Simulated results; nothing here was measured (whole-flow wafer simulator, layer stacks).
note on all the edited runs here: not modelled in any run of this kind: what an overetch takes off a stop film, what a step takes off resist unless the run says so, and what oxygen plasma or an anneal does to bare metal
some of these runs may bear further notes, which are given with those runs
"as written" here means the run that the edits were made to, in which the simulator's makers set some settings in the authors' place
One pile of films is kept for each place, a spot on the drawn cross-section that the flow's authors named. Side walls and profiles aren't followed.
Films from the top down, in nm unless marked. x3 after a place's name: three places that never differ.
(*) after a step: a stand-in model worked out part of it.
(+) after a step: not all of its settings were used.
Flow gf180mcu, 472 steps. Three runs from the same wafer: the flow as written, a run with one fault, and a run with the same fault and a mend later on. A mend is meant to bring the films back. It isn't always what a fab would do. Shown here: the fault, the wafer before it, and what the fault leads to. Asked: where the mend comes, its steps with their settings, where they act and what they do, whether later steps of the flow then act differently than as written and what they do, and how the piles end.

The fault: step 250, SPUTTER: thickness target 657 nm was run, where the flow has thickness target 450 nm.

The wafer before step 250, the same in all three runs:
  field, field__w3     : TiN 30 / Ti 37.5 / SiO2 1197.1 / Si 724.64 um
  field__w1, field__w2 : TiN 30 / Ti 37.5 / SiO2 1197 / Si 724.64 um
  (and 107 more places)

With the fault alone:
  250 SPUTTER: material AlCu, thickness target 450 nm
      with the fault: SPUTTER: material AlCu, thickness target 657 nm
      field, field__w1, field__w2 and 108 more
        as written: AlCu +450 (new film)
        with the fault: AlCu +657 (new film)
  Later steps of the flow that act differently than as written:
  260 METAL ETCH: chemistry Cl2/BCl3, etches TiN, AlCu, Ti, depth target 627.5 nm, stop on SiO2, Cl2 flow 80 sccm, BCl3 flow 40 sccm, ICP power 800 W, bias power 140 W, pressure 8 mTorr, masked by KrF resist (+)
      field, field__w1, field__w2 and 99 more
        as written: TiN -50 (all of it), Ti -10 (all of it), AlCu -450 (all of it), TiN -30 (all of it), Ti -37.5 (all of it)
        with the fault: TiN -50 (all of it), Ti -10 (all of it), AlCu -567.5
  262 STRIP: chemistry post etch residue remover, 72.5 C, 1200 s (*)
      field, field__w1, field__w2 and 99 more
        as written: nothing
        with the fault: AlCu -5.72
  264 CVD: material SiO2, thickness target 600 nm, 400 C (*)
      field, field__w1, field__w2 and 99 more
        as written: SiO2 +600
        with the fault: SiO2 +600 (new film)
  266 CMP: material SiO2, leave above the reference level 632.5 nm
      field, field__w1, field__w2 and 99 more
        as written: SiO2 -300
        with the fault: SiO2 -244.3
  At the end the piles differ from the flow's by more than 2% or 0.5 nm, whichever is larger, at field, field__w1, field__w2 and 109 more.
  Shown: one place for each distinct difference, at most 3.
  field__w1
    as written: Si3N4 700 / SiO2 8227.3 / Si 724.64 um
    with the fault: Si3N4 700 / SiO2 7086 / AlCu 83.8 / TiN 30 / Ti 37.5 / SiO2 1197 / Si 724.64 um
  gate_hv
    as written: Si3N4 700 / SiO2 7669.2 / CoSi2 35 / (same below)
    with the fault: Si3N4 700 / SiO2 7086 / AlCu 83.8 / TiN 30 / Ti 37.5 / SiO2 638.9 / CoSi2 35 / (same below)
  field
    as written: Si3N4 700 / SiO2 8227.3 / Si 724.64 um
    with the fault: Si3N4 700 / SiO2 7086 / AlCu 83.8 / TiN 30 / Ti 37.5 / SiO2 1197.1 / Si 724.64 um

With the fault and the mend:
  The mend comes after step 250.
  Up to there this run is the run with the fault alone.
  250a METAL ETCH: chemistry Cl2/BCl3, etches TiN, AlCu, Ti, depth target 207 nm, Cl2 flow 80 sccm, BCl3 flow 40 sccm, ICP power 800 W, bias power 140 W, pressure 8 mTorr
      field, field__w1, field__w2 and 108 more
        AlCu -207
  No later step of the flow acts differently than as written at any place that is followed.
  At the end the piles are the same as the flow's at every place that both follow.
